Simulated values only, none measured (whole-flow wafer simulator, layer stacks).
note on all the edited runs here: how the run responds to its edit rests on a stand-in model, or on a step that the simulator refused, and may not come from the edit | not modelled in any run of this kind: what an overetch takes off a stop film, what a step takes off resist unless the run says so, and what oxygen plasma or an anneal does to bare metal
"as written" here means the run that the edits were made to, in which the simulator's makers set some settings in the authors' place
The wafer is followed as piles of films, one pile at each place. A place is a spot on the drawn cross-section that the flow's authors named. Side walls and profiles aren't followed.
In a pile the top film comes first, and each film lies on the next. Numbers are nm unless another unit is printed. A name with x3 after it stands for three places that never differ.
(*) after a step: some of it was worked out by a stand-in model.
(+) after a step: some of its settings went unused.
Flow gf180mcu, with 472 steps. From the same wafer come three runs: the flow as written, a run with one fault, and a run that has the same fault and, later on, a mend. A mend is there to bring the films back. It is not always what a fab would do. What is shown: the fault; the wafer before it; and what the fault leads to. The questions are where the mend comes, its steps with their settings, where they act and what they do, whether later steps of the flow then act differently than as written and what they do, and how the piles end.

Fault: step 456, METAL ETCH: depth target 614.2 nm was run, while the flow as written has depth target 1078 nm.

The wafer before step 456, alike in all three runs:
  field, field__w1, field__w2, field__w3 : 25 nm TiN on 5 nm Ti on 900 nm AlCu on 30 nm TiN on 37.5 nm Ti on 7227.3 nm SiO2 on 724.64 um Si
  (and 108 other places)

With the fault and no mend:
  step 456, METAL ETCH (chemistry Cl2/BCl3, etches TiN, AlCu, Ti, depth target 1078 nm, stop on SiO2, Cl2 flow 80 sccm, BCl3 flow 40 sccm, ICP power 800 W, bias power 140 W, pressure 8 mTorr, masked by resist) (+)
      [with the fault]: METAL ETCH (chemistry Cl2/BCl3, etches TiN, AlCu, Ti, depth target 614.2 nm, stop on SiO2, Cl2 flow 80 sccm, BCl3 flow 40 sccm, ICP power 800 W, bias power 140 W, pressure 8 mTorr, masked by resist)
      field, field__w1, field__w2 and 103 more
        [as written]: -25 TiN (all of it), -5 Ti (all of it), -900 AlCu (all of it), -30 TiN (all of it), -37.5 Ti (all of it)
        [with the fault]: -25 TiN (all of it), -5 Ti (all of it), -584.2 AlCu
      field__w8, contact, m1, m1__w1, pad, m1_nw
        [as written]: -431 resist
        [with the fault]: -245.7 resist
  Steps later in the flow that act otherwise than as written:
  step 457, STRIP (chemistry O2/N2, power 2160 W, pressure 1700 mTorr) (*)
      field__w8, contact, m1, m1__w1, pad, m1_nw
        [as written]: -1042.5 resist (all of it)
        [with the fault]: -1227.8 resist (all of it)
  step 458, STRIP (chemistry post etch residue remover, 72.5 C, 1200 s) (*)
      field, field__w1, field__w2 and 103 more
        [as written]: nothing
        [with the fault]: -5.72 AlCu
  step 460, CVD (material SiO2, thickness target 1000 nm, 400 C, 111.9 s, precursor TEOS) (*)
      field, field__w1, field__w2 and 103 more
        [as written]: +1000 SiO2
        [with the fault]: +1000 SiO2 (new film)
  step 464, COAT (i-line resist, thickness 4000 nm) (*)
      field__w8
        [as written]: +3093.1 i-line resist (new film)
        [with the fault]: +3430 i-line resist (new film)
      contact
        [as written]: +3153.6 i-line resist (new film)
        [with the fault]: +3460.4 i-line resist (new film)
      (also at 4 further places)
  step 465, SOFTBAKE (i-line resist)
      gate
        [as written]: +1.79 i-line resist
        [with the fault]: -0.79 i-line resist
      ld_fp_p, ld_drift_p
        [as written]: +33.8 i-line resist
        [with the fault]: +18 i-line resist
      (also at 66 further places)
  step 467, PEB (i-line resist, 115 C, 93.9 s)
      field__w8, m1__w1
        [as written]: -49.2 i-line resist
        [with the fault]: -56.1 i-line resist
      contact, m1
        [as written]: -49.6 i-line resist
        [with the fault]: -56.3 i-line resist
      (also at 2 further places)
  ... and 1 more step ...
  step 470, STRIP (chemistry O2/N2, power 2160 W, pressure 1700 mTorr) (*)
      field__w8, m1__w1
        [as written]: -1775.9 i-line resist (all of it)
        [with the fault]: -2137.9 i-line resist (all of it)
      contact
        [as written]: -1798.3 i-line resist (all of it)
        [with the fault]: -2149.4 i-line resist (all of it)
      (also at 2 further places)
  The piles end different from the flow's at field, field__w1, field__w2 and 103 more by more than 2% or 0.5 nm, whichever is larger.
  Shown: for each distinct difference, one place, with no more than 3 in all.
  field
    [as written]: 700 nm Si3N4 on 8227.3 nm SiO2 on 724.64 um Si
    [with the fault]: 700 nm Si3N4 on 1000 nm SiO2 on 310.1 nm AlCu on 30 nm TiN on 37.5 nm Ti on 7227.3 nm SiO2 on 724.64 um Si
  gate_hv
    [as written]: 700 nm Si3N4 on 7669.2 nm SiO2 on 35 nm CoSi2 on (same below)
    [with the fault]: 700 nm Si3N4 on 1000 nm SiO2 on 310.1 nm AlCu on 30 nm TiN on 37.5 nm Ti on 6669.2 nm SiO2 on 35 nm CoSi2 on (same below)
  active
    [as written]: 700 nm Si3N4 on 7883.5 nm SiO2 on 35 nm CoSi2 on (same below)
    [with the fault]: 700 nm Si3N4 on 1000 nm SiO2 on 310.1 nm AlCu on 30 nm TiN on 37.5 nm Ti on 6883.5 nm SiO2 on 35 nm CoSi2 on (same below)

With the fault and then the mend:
  After step 458 comes the mend.
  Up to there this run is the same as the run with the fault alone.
  step 458a, DEHYDRATE (200 C, 60 s) (the flow's step 449 again)
      leaves every film unchanged at each place that is followed
  step 458b, HMDS (120 C, 60 s) (the flow's step 450 again)
      leaves every film unchanged at each place that is followed
  step 458c, COAT (resist, thickness 1500 nm) (*) (the flow's step 451 again)
      iso_ptap_pw, iso_ntap_nw, iso_nw_fld and 33 more
        +1500 resist (new film)
      field_sub, field_sub__w1, field_sub__w2 and 7 more
        +1508 resist (new film)
      ld_acc_n, ld_fp_n, ld_drift_n, ld_drn_n, ld_drift_p, ld_drn_p, ld_body_p_dnw
        +1508.1 resist (new film)
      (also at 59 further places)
  step 458d, SOFTBAKE (resist) (the flow's step 452 again)
      sd_p_hv, gate_p_hv, nw_enc_fld
        -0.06 resist
      field__w7, ld_sd_n
        -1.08 resist
      field__w9, ld_body_p_dnw
        -0.11 resist
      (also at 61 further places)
  step 458e, EXPOSE (photomask MetalTop) (the flow's step 453 again)
      leaves every film unchanged at each place that is followed
  step 458f, PEB (resist, 70.3 s) (the flow's step 454 again)
      field__w2, field__w3, field__w5 and 41 more
        -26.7 resist
      iso_ptap_pw, iso_ntap_nw, iso_nw_fld and 33 more
        -26.5 resist
      p_well, sti, spacer, sd_n, mim_1p0, dice_street, ld_gate_n, ld_acc_n
        -26.6 resist
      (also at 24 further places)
  step 458g, DEVELOP (thickness 1500 nm, 60 s) (the flow's step 455 again)
      iso_ptap_pw, iso_ntap_nw, iso_nw_fld and 33 more
        -1473.5 resist (all of it)
      field__w2, field__w3, field__w12, sd_p_hv, npoly_sal, ppoly_sal, nw_enc_fld, nw_enc_fld__w1
        -1481.5 resist (all of it)
      field__w5, field__w9, field__w11, field__w13, mim, nplus_u, ppoly_u
        -1481.7 resist (all of it)
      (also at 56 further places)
  step 458h, METAL ETCH (chemistry Cl2/BCl3, etches TiN, AlCu, Ti, depth target 463.3 nm, stop on SiO2, Cl2 flow 80 sccm, BCl3 flow 40 sccm, ICP power 800 W, bias power 140 W, pressure 8 mTorr, masked by resist) (+) (the flow's step 456 again, with other settings)
      field, field__w1, field__w2 and 103 more
        -310.1 AlCu (all of it), -30 TiN (all of it), -37.5 Ti (all of it)
      field__w8, contact, m1, m1__w1, pad, m1_nw
        -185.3 resist
  step 458i, STRIP (chemistry O2/N2, power 2160 W, pressure 1700 mTorr) (*) (the flow's step 457 again)
      field__w8
        -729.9 resist (all of it)
      contact
        -728.4 resist (all of it)
      m1
        -728.5 resist (all of it)
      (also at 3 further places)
  step 458j, STRIP (chemistry post etch residue remover, 72.5 C, 1200 s) (*) (the flow's step 458 again)
      field__w8, contact, m1, m1__w1, pad, m1_nw
        -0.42 TiN
  Every later step of the flow that is run acts as written, at every place that is followed, to within 2% or 0.5 nm, whichever is larger.
  When the end is reached, the piles differ only a little from the flow's at the places that both follow, at most by 2% or 0.5 nm, whichever is larger.
